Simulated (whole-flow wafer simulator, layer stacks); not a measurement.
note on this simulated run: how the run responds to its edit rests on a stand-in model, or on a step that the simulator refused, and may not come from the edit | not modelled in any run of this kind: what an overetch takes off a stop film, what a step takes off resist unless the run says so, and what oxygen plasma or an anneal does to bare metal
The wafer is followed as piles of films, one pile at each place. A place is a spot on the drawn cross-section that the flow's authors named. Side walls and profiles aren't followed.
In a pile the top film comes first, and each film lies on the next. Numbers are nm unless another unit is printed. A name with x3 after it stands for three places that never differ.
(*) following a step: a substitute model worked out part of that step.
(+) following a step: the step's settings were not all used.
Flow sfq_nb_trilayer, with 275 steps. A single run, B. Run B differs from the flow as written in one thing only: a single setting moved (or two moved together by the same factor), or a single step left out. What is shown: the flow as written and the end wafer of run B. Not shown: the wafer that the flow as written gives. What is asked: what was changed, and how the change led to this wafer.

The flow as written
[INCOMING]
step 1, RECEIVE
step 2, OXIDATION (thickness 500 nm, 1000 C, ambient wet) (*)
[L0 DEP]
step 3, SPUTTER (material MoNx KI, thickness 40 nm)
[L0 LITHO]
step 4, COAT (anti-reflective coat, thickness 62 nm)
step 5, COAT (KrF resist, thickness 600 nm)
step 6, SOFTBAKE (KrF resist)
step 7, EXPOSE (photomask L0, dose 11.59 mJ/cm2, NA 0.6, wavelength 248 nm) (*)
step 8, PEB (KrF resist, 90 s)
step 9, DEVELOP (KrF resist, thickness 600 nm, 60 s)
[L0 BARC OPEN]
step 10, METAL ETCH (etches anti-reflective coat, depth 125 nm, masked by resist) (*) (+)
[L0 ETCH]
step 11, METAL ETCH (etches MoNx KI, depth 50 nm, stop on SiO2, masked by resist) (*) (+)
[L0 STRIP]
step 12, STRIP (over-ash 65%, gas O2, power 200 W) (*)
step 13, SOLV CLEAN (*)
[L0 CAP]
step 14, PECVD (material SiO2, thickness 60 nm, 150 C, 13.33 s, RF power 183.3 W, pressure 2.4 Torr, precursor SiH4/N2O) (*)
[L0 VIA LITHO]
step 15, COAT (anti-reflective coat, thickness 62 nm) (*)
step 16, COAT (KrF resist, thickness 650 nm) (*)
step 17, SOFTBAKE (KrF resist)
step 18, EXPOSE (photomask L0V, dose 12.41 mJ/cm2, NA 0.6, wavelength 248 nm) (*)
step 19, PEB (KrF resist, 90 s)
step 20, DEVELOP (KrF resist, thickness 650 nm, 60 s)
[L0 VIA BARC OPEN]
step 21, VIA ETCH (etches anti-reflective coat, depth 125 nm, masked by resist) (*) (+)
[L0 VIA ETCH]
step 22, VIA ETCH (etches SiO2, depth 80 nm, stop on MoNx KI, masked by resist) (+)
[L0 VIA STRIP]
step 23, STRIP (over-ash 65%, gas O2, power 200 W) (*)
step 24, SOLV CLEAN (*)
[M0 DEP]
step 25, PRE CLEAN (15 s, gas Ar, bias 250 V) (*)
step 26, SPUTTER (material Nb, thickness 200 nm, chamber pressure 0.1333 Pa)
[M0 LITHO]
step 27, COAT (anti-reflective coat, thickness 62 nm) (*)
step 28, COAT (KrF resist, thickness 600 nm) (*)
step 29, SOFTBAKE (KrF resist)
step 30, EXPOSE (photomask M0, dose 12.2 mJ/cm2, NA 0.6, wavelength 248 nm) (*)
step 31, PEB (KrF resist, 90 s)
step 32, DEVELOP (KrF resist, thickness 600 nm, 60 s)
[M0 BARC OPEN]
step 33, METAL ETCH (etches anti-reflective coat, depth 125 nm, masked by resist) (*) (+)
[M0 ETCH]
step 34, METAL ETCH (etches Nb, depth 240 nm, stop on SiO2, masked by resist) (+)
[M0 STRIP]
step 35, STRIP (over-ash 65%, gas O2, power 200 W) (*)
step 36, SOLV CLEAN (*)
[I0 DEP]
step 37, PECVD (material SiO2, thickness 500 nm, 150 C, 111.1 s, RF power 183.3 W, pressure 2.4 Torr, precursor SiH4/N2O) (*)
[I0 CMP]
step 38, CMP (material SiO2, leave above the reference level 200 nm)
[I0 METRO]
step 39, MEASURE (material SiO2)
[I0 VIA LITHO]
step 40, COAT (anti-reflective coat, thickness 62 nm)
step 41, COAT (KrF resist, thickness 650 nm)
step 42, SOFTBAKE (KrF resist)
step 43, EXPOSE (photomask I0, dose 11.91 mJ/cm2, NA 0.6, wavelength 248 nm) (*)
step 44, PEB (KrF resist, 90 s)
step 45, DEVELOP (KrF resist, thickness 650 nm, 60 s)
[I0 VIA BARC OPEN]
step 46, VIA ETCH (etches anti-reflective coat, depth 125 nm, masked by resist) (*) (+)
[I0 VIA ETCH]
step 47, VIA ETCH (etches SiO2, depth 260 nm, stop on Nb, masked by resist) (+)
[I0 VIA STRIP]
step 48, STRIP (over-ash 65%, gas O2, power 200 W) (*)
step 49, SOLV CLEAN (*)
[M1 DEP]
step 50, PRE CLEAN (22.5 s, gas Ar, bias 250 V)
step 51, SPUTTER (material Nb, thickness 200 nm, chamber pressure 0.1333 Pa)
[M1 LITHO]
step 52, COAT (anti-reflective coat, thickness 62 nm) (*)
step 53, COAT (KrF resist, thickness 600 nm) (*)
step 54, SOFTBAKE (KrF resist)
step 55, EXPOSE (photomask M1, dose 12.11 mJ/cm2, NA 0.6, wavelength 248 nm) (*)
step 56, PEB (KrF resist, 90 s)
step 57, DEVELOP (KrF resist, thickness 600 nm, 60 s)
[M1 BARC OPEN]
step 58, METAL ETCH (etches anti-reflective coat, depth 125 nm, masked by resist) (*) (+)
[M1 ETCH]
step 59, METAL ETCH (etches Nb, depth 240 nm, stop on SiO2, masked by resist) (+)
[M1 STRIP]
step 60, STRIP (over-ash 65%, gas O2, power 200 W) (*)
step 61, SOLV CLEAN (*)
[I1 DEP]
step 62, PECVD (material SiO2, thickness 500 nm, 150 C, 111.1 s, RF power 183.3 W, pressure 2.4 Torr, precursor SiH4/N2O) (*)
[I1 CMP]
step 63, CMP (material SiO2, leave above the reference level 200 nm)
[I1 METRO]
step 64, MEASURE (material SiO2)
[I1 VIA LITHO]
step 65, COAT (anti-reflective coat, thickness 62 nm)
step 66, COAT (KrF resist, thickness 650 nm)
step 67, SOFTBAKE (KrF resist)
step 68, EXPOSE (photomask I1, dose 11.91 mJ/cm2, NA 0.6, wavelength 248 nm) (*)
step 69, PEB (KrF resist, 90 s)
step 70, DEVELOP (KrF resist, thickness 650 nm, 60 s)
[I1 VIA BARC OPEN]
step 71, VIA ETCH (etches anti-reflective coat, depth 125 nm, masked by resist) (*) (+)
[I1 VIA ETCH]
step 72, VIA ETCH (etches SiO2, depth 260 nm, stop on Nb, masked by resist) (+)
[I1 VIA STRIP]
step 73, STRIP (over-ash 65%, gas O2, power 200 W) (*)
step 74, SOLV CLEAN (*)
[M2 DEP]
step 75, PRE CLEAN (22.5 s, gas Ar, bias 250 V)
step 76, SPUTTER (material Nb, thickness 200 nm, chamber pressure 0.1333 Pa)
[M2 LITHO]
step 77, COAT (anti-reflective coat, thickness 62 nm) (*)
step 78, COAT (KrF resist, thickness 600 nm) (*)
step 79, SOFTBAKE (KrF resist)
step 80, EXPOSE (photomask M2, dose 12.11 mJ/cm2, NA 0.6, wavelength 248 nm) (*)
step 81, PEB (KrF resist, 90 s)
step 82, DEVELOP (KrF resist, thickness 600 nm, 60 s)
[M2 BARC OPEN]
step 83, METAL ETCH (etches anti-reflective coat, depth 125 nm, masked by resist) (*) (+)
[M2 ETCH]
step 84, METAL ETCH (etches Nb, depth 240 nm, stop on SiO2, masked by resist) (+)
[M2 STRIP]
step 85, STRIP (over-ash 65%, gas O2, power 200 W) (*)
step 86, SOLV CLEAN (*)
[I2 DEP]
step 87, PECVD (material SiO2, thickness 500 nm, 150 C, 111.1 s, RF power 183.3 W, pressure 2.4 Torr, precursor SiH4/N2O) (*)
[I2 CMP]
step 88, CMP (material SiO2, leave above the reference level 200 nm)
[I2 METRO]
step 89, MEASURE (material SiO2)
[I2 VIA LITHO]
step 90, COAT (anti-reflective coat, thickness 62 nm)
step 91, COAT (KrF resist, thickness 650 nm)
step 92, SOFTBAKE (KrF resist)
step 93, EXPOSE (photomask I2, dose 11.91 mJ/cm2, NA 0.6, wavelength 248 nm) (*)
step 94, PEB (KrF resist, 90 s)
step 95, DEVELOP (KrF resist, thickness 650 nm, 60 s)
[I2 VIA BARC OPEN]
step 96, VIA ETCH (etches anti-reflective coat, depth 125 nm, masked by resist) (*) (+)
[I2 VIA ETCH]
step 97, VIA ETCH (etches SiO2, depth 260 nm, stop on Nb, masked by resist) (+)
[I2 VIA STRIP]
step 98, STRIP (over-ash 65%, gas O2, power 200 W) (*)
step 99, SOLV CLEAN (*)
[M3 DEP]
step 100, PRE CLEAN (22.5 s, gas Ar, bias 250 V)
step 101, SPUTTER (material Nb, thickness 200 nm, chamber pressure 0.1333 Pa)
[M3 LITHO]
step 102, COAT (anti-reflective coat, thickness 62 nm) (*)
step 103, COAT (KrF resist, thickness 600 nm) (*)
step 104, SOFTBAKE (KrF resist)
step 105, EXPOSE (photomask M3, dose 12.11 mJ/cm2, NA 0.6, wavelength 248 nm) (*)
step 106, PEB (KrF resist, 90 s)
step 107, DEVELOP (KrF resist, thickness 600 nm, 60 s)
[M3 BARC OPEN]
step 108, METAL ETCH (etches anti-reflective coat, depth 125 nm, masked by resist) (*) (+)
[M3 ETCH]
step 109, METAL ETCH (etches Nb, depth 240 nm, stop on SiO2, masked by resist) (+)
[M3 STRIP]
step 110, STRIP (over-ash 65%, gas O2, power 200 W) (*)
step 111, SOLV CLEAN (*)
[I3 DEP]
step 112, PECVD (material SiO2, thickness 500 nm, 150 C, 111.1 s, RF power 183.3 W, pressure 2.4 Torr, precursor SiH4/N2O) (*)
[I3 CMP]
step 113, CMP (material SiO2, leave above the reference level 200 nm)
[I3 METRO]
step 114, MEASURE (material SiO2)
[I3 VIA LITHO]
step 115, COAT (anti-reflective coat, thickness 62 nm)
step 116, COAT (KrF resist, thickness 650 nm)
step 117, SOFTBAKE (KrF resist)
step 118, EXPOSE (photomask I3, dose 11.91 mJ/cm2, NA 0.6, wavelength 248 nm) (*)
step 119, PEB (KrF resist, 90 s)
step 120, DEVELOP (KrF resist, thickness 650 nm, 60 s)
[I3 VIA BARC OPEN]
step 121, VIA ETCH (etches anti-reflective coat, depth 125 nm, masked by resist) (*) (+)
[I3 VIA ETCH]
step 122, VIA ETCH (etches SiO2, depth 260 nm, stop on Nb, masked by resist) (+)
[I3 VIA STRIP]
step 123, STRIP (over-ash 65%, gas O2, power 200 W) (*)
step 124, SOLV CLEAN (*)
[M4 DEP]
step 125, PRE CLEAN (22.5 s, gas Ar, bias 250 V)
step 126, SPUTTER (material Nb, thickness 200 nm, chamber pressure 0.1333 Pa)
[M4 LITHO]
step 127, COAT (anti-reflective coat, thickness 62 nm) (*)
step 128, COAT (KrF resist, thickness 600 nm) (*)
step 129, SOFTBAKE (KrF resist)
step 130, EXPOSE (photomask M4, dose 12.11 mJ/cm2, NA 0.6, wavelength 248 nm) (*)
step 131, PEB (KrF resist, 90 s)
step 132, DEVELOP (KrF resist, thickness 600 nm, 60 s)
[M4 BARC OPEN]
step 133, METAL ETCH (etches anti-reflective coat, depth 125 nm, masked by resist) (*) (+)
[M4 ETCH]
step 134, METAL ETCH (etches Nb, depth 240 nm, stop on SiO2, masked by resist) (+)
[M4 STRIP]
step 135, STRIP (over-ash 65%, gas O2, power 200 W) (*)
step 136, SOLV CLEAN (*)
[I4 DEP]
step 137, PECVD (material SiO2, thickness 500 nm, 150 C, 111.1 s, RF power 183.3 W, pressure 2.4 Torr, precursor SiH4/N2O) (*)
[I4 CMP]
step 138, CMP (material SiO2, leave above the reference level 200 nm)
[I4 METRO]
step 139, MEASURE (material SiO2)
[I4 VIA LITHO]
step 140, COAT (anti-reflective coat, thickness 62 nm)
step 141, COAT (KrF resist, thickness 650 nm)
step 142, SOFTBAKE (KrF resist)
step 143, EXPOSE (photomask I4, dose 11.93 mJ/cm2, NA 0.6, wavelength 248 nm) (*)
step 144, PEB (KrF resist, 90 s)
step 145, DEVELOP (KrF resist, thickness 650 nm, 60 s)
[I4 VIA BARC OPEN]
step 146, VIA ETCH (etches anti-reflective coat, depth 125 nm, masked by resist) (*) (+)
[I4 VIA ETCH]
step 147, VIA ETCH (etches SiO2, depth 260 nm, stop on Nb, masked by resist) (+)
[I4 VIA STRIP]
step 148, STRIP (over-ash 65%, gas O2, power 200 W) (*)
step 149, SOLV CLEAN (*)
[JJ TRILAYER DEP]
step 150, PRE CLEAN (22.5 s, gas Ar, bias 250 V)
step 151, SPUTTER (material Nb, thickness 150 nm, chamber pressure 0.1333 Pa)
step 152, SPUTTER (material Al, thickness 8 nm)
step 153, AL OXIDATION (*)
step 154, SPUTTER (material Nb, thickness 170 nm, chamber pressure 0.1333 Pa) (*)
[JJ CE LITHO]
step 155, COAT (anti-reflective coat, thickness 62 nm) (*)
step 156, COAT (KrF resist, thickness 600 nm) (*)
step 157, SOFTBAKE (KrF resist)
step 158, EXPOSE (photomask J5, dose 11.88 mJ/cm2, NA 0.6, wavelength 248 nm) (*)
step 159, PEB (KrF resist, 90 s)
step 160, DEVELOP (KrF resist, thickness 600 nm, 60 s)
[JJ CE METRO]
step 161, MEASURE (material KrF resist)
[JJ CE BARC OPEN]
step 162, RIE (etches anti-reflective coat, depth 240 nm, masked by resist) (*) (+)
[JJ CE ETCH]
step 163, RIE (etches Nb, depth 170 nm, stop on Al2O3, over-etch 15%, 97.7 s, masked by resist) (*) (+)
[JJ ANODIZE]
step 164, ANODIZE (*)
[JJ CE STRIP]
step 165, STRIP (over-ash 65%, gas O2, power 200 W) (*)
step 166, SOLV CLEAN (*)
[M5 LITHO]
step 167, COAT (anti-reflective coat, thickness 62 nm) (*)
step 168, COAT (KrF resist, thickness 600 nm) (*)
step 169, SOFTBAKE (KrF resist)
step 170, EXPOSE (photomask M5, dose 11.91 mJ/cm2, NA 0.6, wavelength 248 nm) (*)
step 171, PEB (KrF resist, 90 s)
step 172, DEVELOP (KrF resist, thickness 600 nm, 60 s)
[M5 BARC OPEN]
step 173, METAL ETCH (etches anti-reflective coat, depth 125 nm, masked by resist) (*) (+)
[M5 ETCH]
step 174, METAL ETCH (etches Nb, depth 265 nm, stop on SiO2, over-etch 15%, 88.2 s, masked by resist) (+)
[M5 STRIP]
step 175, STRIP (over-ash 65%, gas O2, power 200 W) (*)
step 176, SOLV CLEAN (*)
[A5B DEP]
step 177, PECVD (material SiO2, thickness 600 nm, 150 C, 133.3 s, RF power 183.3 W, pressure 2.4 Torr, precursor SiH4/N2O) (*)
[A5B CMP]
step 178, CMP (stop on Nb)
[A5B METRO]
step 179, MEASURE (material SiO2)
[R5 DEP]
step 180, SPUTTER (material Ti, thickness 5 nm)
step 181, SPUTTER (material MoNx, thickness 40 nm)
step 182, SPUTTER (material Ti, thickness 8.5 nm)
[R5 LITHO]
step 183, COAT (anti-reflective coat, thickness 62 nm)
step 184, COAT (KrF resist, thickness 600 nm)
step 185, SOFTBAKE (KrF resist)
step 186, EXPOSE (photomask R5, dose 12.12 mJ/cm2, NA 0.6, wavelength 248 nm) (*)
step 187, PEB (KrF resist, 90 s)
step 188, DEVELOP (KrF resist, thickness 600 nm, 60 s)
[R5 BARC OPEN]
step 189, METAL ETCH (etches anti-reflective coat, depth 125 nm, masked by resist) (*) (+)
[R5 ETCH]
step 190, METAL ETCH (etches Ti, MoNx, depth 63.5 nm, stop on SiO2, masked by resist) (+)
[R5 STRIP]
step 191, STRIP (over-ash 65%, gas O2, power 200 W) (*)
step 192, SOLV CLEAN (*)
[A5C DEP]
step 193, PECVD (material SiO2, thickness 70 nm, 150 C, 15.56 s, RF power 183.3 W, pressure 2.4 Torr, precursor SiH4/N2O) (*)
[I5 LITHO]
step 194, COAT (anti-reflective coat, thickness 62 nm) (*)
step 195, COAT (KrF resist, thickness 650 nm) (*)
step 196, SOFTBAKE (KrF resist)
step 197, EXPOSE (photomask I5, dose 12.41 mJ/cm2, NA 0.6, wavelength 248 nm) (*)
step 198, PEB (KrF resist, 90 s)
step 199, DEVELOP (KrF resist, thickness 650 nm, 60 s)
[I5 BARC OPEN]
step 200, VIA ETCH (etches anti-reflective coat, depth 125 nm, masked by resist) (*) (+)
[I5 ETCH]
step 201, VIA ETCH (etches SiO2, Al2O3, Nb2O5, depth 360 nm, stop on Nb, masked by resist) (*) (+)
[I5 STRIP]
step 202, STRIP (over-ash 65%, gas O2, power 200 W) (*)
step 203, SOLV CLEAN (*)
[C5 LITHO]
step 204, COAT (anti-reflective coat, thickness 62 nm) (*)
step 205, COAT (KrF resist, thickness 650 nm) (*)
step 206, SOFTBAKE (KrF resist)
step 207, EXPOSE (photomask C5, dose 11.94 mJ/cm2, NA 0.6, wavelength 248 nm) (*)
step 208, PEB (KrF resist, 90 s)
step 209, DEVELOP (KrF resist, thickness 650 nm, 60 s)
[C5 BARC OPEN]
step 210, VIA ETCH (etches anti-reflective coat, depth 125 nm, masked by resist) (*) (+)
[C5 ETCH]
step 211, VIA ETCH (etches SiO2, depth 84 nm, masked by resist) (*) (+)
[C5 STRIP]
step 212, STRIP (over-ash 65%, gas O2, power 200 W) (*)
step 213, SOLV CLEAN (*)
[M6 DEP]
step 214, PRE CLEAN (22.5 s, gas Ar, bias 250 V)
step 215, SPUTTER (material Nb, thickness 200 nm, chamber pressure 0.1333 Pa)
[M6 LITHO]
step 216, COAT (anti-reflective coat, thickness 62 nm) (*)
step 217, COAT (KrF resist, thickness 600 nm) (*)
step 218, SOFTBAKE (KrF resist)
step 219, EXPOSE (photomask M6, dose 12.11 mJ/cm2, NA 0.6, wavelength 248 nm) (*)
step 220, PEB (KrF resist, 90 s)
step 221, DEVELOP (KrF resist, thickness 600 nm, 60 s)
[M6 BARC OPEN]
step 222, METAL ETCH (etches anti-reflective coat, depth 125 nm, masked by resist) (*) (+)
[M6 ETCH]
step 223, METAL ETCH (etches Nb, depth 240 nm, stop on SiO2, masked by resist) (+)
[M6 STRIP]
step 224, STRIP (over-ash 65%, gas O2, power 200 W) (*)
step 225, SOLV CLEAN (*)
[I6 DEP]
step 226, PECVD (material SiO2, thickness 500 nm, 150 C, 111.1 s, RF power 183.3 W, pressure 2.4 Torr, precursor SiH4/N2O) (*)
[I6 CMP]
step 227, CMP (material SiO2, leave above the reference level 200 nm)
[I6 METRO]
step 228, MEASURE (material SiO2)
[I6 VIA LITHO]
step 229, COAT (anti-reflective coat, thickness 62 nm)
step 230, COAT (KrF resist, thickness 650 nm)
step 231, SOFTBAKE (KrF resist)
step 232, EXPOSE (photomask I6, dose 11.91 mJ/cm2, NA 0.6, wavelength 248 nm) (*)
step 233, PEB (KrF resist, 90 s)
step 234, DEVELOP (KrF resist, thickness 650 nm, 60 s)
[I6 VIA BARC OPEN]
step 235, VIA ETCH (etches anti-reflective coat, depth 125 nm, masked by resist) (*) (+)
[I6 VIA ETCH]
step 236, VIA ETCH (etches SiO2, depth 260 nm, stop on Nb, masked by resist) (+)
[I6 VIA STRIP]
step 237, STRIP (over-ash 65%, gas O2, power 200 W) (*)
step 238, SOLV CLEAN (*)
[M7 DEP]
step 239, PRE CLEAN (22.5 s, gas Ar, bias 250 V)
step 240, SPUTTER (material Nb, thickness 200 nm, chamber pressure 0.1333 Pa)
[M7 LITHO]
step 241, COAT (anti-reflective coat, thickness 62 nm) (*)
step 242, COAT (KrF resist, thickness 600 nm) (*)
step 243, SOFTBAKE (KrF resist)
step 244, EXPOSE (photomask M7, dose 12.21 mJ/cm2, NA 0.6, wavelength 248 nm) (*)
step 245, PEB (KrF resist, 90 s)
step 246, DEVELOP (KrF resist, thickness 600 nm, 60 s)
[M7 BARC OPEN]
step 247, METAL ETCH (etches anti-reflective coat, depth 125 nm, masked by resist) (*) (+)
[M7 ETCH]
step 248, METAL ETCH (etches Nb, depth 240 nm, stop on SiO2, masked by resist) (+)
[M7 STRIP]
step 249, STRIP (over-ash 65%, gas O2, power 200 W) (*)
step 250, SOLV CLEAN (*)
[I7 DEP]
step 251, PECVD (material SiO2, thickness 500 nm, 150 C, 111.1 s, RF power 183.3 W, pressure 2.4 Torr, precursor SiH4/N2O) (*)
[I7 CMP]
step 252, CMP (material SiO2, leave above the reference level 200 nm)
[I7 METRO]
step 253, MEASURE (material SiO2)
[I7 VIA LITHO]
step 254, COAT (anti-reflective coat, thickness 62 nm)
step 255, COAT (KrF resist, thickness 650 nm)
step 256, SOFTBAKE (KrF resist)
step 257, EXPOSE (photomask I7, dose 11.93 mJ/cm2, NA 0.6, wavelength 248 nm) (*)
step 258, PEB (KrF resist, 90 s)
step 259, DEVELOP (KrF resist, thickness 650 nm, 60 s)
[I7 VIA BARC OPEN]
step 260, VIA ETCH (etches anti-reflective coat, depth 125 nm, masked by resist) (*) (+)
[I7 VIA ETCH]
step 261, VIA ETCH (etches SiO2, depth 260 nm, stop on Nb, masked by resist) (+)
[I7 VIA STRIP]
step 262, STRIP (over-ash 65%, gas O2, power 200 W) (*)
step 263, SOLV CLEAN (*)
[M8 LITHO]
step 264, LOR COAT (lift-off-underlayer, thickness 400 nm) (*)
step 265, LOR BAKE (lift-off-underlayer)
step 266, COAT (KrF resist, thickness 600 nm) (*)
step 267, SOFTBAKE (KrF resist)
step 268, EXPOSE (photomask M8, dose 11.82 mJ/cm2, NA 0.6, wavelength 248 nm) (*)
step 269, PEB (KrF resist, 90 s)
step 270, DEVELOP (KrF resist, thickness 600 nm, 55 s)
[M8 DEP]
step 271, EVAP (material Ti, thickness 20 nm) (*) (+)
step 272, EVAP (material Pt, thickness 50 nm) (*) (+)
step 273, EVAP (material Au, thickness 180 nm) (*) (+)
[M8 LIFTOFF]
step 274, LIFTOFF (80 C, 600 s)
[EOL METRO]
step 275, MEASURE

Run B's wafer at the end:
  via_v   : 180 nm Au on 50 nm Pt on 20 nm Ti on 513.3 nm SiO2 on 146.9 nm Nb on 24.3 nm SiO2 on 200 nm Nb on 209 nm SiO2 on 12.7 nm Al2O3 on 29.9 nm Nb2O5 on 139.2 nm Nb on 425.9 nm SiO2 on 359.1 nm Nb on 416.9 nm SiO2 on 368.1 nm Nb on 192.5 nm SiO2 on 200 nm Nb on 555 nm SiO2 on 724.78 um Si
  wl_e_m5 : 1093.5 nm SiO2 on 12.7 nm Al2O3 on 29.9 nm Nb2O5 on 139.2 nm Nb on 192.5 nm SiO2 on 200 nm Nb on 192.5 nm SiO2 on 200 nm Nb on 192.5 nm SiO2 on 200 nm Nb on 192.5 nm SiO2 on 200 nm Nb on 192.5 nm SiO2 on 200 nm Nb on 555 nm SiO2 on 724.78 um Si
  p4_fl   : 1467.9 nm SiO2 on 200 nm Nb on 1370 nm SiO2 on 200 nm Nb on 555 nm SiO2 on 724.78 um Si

Cause: step 227, CMP: leave above the reference level 292 nm was run, though the flow has leave above the reference level 200 nm.

How this came from the change, step by step:
  step 227, CMP (material SiO2, leave above the reference level 200 nm)
      lsp_r, l0_sur, l0v: nothing (it would be, as written: -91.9 SiO2)
      field_l, p4_fl, p4_fm and 59 more: -8 SiO2 (it would be, as written: -100 SiO2)
      (as well as at 41 more places)
  step 236, VIA ETCH (etches SiO2, depth 260 nm, stop on Nb, masked by resist) (+)
      via_v: -260 SiO2 (it would be, as written: -199.8 SiO2 (all of it))
  step 239, PRE CLEAN (22.5 s, gas Ar, bias 250 V)
      via_v: -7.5 SiO2 (it would be, as written: -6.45 Nb)
  step 240, SPUTTER (material Nb, thickness 200 nm, chamber pressure 0.1333 Pa)
      via_v: +146.9 Nb (new film) (it would be, as written: +161.1 Nb)
  step 241, COAT (anti-reflective coat, thickness 62 nm) (*)
      via_sp: +50 anti-reflective coat (new film) (it would be, as written: +53.1 anti-reflective coat (new film))
      via_v: +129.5 anti-reflective coat (new film) (it would be, as written: +126 anti-reflective coat (new film))
      (as well as at 1 more place)
  step 242, COAT (KrF resist, thickness 600 nm) (*)
      via_v: +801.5 KrF resist (new film) (it would be, as written: +742.5 KrF resist (new film))
  step 249, STRIP (over-ash 65%, gas O2, power 200 W) (*)
      via_sp: -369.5 KrF resist (all of it), -50 anti-reflective coat (all of it) (it would be, as written: -373.6 KrF resist (all of it), -53.1 anti-reflective coat (all of it))
      via_v: -583.4 KrF resist (all of it), -129.5 anti-reflective coat (all of it) (it would be, as written: -524.5 KrF resist (all of it), -126 anti-reflective coat (all of it))
      (as well as at 1 more place)
  step 251, PECVD (material SiO2, thickness 500 nm, 150 C, 111.1 s, RF power 183.3 W, pressure 2.4 Torr, precursor SiH4/N2O) (*)
      via_v: +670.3 SiO2 (new film) (it would be, as written: +621 SiO2 (new film))
  step 252, CMP (material SiO2, leave above the reference level 200 nm)
      via_v: -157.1 SiO2 (it would be, as written: -183.1 SiO2)
Taking metal films that touch as one body, via_v has 7 bodies (between them, from the top down: SiO2 513.3; SiO2 24.3; SiO2 209 / Al2O3 12.7 / Nb2O5 29.9; SiO2 425.9; SiO2 416.9; SiO2 192.5); the flow as written gives 6 bodies (between them, from the top down: SiO2 437.8; SiO2 209 / Al2O3 12.7 / Nb2O5 29.9; SiO2 425.9; SiO2 416.9; SiO2 192.5).
